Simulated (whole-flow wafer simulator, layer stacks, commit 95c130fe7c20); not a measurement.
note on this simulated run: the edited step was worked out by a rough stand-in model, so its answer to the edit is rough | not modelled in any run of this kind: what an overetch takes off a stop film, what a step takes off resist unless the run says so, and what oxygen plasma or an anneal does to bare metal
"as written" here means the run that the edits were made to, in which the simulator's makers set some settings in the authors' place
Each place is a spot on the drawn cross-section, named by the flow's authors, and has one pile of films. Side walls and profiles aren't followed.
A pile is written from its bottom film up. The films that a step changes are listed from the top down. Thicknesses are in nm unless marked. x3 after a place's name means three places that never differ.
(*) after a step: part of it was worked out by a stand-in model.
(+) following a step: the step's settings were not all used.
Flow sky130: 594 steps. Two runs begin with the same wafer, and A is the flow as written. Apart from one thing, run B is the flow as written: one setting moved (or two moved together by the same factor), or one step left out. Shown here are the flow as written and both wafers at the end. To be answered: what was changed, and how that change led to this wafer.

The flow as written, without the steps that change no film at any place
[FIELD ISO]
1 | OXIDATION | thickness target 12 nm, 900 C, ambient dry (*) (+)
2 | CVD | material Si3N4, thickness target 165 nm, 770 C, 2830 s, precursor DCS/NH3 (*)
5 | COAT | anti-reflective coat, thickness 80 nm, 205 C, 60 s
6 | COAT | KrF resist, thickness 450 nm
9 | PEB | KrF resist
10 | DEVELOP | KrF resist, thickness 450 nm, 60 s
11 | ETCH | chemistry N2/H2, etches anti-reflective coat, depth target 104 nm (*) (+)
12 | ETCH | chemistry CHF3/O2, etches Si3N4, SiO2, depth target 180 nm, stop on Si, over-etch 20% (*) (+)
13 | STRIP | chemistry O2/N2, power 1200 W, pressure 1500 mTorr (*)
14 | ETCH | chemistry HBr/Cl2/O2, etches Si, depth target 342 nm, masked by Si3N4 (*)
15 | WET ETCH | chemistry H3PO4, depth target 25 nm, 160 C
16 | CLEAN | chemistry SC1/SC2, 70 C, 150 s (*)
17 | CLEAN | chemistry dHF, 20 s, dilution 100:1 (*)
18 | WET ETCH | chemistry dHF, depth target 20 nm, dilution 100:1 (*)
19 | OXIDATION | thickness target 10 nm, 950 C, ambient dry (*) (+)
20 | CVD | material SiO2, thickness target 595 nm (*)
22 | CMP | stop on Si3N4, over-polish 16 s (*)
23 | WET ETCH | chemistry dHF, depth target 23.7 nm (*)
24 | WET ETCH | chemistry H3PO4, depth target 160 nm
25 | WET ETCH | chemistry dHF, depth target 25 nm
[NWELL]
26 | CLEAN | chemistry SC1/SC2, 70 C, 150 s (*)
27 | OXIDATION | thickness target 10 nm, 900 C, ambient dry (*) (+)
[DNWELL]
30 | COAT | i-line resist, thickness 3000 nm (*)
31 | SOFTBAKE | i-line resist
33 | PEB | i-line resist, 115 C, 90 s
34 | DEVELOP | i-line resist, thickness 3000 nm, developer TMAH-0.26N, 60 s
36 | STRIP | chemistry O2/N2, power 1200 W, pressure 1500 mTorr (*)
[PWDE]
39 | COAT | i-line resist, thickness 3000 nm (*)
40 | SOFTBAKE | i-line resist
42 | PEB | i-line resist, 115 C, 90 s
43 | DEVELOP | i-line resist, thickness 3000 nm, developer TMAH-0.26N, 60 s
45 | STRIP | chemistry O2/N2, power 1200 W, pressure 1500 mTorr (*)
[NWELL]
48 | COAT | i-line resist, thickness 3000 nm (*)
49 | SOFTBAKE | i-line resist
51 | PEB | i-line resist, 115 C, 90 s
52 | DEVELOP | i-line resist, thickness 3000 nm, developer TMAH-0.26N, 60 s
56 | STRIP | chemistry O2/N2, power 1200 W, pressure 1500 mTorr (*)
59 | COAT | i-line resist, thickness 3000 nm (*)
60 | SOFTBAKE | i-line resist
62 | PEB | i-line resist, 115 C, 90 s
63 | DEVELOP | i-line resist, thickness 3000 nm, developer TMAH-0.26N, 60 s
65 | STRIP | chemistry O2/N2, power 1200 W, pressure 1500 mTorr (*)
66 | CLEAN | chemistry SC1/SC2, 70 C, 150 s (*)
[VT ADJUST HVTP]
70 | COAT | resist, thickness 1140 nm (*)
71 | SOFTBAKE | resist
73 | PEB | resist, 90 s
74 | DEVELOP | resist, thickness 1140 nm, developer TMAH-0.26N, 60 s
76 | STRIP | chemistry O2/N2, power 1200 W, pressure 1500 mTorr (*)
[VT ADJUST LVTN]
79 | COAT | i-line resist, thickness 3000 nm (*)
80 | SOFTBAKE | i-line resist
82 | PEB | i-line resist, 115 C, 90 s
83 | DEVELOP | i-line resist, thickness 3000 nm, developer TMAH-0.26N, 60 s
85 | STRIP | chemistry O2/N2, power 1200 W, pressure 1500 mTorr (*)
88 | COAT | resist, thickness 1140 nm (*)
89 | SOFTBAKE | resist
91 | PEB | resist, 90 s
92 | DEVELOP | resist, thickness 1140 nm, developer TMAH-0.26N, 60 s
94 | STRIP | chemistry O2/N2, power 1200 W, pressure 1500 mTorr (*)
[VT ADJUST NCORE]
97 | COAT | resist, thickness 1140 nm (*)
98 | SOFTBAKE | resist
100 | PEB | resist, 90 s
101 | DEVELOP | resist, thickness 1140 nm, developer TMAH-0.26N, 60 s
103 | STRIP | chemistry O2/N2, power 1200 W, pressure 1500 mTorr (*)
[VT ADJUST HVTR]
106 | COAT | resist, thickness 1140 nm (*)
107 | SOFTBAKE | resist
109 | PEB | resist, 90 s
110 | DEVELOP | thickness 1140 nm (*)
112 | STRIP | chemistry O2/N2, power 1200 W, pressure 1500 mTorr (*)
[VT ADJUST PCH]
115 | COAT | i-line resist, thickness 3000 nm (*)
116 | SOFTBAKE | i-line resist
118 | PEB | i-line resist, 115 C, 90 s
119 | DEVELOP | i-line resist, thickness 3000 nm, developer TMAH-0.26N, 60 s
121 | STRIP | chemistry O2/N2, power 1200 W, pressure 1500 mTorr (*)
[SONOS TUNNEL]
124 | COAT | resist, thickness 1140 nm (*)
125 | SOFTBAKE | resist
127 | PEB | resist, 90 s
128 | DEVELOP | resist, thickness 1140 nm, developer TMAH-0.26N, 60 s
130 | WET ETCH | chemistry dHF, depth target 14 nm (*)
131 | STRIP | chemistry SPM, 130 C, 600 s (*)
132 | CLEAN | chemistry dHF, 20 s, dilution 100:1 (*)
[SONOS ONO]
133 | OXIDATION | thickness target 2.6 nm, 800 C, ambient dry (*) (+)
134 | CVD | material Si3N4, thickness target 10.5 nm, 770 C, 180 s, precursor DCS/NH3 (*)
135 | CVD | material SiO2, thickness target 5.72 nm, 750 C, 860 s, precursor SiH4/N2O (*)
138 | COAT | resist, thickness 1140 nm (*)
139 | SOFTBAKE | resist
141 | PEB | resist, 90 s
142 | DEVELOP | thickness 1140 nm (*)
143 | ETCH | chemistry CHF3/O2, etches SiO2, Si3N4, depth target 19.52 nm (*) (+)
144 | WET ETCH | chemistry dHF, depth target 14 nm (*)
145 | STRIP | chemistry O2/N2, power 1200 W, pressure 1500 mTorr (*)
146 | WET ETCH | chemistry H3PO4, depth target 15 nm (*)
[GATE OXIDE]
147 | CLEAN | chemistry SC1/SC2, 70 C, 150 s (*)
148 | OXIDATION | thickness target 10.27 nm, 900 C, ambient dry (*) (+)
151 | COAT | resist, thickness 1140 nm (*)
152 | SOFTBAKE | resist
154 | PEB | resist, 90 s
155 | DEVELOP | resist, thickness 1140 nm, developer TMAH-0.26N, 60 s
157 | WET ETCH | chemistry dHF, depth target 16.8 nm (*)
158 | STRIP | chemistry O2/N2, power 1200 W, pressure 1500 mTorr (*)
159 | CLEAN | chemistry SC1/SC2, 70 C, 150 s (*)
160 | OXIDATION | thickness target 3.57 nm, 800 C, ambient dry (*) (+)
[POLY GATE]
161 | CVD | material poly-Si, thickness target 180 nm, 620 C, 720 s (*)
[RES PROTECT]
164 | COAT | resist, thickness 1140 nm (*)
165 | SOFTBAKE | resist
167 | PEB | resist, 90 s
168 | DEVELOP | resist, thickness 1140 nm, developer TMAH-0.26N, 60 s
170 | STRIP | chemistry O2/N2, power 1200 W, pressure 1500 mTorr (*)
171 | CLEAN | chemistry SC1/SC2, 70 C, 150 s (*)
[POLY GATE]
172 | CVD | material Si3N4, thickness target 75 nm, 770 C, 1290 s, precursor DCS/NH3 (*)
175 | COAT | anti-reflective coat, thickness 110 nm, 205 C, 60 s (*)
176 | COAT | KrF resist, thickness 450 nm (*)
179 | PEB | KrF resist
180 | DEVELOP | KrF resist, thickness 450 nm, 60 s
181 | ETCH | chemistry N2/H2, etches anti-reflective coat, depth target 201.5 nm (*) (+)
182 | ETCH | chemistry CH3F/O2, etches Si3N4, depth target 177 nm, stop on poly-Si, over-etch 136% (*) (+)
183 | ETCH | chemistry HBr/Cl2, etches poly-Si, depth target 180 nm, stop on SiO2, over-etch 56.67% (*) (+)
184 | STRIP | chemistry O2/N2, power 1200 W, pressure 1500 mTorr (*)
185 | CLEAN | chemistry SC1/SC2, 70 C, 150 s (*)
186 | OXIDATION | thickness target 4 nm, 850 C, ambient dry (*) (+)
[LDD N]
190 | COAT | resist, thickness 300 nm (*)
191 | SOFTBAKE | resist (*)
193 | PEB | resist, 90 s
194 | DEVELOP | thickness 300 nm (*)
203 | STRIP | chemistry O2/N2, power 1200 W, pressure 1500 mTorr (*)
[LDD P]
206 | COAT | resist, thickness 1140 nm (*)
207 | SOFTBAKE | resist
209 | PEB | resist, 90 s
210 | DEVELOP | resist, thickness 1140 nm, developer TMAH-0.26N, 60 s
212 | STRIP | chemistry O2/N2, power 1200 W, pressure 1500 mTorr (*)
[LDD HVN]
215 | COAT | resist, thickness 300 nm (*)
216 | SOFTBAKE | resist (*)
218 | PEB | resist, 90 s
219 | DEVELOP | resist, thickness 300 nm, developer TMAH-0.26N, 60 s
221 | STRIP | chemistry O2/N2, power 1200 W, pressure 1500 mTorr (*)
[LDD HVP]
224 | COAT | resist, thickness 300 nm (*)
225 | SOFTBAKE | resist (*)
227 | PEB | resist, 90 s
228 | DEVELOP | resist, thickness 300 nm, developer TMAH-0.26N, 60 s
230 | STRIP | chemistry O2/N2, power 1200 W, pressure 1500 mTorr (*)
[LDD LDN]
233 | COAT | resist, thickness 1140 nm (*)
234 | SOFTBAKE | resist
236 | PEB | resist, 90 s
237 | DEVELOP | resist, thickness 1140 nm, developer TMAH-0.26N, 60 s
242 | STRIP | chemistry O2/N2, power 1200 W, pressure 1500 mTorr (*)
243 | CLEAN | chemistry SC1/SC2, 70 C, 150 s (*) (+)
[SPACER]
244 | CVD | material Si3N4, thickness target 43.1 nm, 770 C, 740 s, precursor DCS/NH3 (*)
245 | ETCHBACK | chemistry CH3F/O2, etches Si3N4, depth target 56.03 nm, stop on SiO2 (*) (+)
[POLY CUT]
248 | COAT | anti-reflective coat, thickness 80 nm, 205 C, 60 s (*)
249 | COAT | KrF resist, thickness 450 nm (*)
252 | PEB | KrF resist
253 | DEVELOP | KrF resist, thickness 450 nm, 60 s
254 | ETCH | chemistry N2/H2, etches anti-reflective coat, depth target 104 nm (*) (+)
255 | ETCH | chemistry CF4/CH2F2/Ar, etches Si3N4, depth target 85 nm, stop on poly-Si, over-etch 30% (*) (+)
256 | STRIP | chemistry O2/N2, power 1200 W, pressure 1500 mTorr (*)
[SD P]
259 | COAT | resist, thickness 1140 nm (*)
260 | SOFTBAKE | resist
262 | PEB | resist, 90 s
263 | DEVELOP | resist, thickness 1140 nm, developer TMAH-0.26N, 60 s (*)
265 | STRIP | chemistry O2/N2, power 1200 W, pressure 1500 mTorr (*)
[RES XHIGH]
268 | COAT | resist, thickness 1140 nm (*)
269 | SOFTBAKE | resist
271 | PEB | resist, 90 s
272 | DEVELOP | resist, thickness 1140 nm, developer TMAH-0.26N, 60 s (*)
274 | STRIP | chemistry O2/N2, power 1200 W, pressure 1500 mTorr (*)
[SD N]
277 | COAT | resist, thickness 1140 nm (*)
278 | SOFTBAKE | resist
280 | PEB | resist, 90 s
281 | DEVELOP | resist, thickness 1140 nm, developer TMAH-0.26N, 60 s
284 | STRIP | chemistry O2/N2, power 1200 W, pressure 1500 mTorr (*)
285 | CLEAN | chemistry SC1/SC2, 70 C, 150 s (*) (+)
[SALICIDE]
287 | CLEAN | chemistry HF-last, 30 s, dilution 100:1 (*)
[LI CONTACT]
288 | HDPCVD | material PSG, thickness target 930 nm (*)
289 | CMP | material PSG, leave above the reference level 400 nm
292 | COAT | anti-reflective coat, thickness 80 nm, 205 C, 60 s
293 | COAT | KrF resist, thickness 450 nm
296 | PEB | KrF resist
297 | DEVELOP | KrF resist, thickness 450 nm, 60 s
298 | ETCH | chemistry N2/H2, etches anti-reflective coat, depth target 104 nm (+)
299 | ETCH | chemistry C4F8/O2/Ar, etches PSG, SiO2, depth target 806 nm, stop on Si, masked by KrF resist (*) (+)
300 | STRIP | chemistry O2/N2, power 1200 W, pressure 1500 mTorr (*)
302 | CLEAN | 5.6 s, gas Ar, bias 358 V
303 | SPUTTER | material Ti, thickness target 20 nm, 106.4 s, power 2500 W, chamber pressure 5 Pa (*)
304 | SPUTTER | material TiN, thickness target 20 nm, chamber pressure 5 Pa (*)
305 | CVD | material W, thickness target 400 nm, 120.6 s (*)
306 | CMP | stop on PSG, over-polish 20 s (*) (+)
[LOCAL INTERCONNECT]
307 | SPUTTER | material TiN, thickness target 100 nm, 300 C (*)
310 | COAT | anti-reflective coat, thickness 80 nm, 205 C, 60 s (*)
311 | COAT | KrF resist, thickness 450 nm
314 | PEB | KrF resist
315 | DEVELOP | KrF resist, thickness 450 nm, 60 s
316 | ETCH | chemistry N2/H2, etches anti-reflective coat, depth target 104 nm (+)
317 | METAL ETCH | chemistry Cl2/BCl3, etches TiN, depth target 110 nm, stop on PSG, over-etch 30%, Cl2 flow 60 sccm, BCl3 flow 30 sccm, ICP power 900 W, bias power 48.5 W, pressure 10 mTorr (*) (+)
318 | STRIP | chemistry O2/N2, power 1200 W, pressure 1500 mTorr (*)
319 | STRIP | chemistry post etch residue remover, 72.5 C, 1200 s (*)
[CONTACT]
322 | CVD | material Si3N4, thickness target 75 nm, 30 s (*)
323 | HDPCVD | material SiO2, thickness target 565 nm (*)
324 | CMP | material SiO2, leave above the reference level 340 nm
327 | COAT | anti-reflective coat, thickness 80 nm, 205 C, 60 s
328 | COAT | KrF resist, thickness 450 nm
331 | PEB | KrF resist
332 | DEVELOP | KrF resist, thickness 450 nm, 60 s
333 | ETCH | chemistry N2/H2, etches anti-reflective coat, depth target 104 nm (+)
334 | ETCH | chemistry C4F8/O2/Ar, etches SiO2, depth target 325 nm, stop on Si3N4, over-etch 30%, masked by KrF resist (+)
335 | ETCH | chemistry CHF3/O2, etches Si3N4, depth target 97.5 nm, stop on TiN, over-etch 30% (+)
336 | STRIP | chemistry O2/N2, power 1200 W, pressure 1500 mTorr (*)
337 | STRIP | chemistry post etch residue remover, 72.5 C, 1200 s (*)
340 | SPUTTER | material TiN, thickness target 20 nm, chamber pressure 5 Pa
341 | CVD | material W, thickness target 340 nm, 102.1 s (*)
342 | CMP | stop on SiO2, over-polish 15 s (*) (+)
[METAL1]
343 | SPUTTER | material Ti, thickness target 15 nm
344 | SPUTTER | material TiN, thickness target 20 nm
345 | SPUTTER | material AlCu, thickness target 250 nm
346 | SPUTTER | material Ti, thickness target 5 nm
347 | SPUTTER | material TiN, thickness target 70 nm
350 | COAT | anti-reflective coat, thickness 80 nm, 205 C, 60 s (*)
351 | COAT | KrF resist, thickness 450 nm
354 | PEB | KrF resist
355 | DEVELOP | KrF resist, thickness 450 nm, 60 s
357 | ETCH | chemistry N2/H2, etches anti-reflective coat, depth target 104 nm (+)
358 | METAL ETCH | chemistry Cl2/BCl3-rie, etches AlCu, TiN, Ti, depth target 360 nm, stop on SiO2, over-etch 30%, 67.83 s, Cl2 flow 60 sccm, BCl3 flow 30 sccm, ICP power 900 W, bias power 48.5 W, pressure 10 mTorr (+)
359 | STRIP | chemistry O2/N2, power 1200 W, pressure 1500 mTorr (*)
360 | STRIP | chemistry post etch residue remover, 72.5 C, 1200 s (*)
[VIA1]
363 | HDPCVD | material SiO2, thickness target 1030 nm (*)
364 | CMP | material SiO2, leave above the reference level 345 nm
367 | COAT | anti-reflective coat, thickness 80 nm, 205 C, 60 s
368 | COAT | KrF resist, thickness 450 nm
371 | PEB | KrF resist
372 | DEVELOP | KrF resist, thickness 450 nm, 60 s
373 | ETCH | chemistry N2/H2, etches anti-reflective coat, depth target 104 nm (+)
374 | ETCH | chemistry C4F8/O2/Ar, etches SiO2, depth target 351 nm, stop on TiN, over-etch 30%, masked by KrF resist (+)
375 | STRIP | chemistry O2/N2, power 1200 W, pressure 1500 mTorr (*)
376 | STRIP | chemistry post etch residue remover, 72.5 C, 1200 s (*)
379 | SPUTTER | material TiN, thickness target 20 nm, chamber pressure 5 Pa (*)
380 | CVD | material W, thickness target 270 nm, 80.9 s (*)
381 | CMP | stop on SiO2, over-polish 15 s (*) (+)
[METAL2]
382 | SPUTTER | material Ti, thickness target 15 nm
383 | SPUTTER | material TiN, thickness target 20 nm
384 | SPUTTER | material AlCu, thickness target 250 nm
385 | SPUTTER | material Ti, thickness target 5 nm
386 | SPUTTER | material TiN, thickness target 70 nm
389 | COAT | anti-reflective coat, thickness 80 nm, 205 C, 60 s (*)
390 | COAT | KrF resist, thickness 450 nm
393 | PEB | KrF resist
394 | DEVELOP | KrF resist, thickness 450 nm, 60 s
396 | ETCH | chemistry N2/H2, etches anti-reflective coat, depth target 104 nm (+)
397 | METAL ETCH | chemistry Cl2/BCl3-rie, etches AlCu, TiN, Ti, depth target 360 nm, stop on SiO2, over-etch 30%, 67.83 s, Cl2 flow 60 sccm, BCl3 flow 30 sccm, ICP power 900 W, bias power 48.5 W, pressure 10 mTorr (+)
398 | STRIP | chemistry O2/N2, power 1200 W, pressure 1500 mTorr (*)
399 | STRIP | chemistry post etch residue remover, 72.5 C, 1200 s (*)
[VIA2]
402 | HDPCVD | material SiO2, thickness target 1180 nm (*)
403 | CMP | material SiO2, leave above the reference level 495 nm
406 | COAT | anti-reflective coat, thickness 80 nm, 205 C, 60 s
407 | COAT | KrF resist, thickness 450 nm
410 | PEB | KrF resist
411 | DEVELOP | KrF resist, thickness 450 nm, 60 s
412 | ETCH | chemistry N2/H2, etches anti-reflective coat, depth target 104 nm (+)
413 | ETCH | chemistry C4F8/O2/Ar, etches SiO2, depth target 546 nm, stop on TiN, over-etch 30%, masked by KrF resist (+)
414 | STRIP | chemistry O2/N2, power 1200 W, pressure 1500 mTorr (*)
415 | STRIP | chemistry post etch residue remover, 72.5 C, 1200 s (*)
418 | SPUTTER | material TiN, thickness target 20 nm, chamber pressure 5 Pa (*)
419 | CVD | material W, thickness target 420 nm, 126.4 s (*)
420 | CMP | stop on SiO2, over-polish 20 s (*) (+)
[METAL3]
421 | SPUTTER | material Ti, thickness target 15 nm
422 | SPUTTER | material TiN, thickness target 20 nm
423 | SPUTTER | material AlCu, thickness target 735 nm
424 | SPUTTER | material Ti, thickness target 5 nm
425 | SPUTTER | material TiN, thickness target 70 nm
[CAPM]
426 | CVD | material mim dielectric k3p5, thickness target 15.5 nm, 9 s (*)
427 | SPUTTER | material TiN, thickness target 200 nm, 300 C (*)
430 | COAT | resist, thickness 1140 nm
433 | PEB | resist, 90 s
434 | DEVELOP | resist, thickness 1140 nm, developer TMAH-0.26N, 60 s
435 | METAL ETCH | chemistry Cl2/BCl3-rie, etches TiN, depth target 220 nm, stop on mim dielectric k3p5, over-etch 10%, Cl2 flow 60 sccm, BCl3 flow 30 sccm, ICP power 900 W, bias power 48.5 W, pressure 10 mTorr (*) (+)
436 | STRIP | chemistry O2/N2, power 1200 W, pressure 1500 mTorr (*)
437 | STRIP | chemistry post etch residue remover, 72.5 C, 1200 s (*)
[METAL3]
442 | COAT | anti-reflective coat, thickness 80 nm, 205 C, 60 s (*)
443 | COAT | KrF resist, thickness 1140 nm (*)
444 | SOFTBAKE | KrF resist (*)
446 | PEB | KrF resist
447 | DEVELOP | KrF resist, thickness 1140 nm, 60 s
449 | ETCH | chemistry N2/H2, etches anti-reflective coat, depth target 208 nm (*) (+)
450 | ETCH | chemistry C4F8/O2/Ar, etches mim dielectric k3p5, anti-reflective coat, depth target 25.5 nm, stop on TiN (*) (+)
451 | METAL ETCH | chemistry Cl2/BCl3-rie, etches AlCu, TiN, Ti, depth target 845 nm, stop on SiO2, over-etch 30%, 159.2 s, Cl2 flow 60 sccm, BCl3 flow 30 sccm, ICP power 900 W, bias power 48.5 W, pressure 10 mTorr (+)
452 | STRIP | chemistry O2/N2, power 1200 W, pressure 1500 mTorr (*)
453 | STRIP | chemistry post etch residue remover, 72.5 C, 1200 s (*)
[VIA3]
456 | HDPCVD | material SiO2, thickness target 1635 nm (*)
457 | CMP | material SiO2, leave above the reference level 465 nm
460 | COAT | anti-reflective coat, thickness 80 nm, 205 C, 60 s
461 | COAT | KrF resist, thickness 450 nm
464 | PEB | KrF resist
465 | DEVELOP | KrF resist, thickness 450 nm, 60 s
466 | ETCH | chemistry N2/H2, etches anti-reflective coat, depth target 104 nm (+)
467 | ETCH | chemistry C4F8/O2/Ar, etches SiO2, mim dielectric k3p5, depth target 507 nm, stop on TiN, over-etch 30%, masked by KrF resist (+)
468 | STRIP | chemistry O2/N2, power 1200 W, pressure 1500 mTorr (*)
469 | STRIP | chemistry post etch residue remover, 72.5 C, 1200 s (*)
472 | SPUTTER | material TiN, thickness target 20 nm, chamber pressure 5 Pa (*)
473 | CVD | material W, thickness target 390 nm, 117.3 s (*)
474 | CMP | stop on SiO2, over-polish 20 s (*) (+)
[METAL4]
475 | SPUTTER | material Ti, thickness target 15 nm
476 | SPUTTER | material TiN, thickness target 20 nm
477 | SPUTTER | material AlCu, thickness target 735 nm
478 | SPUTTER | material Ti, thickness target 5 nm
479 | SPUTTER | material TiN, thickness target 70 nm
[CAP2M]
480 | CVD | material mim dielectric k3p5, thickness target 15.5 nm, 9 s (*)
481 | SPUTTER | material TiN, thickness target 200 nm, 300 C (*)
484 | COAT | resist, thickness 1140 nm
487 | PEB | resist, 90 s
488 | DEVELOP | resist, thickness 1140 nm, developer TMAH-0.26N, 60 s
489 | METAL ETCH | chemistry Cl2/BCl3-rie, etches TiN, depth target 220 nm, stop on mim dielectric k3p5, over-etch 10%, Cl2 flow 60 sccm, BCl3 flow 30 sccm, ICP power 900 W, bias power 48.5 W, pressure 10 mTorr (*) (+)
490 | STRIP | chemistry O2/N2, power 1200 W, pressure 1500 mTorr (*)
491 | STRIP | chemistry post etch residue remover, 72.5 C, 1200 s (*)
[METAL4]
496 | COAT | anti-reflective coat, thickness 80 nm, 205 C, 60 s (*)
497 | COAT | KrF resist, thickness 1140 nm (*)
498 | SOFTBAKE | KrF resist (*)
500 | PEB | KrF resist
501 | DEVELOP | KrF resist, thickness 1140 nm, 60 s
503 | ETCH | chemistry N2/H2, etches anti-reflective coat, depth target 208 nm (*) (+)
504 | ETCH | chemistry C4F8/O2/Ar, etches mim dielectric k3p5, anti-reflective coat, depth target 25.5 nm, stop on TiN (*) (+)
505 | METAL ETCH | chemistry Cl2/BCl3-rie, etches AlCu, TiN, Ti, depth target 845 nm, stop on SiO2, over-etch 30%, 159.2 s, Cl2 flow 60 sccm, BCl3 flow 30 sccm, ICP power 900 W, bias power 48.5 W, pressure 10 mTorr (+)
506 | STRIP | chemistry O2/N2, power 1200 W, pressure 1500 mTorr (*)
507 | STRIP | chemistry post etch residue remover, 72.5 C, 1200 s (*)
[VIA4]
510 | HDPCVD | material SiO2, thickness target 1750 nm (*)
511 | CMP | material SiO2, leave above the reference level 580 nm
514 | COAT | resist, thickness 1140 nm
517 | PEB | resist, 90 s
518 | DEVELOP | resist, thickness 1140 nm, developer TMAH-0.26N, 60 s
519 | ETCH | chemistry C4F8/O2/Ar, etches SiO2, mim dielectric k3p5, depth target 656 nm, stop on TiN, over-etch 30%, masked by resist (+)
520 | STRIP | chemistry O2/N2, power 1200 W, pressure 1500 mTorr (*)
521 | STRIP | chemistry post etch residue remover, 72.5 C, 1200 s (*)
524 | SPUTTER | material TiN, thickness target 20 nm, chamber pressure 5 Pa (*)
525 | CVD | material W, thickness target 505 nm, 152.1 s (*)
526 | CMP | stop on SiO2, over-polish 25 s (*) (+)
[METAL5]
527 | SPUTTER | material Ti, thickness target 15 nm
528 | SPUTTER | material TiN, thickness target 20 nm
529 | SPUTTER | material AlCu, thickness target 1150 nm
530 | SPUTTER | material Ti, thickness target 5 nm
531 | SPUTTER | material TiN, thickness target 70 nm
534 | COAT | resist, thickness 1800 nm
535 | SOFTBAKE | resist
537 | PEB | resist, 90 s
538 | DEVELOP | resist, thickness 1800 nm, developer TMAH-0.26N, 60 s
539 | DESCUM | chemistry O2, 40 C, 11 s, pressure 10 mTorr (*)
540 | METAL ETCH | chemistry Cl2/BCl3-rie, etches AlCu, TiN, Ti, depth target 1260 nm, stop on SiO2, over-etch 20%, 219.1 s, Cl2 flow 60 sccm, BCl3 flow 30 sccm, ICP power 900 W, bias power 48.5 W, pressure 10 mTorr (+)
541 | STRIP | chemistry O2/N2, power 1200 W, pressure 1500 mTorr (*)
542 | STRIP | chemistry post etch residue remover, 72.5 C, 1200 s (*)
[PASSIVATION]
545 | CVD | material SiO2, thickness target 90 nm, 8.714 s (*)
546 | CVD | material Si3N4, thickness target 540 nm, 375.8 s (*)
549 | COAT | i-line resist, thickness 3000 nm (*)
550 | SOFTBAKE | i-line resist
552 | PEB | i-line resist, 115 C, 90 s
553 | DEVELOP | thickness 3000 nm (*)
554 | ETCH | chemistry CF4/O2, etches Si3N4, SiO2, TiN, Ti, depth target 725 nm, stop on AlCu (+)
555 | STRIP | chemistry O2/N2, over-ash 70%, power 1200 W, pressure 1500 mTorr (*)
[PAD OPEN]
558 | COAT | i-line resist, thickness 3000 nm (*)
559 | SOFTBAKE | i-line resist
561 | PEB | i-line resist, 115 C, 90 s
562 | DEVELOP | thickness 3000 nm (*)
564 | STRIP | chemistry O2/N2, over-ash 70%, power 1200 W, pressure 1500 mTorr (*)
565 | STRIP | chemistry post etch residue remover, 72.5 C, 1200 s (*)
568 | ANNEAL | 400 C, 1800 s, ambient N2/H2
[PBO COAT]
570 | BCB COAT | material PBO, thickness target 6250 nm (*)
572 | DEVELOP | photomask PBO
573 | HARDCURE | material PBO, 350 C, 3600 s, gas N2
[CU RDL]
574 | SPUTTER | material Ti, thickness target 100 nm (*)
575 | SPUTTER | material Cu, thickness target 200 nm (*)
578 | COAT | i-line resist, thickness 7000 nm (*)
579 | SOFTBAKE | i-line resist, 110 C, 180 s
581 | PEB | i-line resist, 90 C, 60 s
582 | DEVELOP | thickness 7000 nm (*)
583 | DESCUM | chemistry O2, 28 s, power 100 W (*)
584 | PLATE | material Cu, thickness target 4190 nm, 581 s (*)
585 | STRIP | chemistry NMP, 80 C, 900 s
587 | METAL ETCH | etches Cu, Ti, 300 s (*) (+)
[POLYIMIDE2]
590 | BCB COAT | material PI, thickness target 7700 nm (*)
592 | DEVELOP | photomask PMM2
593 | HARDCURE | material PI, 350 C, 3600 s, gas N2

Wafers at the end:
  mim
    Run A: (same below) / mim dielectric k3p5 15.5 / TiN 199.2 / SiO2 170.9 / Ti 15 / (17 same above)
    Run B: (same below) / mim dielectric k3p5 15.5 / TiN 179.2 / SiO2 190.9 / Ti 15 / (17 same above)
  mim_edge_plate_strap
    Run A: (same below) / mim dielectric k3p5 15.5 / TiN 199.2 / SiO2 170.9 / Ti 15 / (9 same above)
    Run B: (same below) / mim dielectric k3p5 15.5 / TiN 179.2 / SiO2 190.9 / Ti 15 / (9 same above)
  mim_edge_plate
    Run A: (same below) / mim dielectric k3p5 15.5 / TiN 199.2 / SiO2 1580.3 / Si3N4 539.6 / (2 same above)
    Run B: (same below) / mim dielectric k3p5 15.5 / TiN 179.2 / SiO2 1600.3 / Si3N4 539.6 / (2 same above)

Cause: step 427, SPUTTER: thickness target 180 nm was run, while the flow as written has thickness target 200 nm.

How this came from the change, step by step:
  427 | SPUTTER | material TiN, thickness target 200 nm, 300 C (*)
      field, active, n_well and 188 more: A +200 TiN (new film) | B +180 TiN (new film)
  435 | METAL ETCH | chemistry Cl2/BCl3-rie, etches TiN, depth target 220 nm, stop on mim dielectric k3p5, over-etch 10%, Cl2 flow 60 sccm, BCl3 flow 30 sccm, ICP power 900 W, bias power 48.5 W, pressure 10 mTorr (*) (+)
      field, active, n_well and 185 more: A -200 TiN (all of it) | B -180 TiN (all of it)
      mim, mim_edge_plate_strap, mim_edge_plate: A -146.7 resist | B -132 resist
  442 | COAT | anti-reflective coat, thickness 80 nm, 205 C, 60 s (*)
      poly_licon, rpo_hd_licon: A +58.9 anti-reflective coat (new film) | B +64.6 anti-reflective coat (new film)
      mim: A +38 anti-reflective coat (new film) | B +33.7 anti-reflective coat (new film)
      (also at 4 further places)
  449 | ETCH | chemistry N2/H2, etches anti-reflective coat, depth target 208 nm (*) (+)
      poly_licon, rpo_hd_licon: A -58.9 anti-reflective coat (all of it) | B -64.6 anti-reflective coat (all of it)
      rpo_hd: A -61.7 anti-reflective coat (all of it) | B -64.8 anti-reflective coat (all of it)
      (also at 2 further places)
  452 | STRIP | chemistry O2/N2, power 1200 W, pressure 1500 mTorr (*)
      mim_edge_plate_strap, mim_edge_plate: A -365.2 KrF resist (all of it), -3 anti-reflective coat (all of it) | B -385 KrF resist (all of it), -3 anti-reflective coat (all of it)
      mim: A -375.2 KrF resist (all of it), -38 anti-reflective coat (all of it) | B -393.3 KrF resist (all of it), -33.7 anti-reflective coat (all of it)
      (also at 1 further place)
